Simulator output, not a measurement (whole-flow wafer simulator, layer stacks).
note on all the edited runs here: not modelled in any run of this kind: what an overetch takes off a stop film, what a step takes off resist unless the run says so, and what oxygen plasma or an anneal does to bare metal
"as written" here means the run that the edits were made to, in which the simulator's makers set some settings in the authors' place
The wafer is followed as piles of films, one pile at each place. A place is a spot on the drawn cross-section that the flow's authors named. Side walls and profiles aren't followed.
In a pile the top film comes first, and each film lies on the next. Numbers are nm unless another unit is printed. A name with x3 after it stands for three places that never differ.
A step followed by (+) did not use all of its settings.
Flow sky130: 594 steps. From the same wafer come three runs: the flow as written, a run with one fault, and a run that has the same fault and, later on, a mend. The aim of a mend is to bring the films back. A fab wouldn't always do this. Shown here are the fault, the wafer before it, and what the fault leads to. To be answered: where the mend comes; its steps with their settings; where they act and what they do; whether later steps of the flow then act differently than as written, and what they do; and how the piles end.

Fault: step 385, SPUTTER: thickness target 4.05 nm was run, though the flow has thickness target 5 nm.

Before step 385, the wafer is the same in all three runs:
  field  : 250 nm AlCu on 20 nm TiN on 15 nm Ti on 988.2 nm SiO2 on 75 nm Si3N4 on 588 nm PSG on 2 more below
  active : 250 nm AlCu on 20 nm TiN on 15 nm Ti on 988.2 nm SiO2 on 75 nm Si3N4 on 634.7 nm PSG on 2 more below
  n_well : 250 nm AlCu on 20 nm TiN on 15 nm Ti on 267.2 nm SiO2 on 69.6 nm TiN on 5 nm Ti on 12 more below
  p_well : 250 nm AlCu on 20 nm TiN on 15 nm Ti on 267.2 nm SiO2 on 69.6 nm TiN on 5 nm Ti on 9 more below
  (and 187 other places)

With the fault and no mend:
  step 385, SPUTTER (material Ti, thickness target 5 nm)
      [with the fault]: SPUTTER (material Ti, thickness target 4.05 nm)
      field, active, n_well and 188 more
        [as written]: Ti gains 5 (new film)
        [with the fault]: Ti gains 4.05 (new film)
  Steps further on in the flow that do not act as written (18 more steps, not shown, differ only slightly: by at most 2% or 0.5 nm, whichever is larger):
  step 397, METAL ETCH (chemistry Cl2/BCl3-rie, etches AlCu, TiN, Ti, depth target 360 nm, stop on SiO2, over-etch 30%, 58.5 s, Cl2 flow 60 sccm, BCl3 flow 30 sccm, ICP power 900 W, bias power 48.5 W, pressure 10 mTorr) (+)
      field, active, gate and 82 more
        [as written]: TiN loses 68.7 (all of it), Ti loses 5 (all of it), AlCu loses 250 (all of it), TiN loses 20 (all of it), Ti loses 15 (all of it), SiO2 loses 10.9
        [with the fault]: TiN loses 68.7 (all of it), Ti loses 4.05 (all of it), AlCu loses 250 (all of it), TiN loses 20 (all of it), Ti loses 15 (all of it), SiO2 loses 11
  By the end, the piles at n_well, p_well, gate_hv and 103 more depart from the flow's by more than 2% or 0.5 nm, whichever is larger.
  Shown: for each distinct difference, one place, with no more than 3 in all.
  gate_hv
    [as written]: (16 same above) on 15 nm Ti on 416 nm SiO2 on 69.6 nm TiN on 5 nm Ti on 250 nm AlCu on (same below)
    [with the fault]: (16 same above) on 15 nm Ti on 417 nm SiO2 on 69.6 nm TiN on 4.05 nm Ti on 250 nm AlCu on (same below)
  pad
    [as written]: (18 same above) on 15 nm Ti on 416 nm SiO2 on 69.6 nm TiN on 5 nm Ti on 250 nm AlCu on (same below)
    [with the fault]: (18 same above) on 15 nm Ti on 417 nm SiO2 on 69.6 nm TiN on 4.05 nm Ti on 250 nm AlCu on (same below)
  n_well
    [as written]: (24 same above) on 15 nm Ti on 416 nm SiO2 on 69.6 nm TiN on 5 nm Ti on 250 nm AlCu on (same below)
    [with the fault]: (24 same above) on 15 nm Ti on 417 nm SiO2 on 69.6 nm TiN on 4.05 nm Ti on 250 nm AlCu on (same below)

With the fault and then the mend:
  The mend follows step 385.
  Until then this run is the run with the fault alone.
  step 385a, SPUTTER (material Ti, thickness target 0.95 nm) (the flow's step 385 again, with other settings)
      field, active, n_well and 188 more
        Ti gains 0.95
  None of the later steps of the flow acts differently than as written at any place that is followed.
  At every place that both follow, the piles at the end match the flow's.
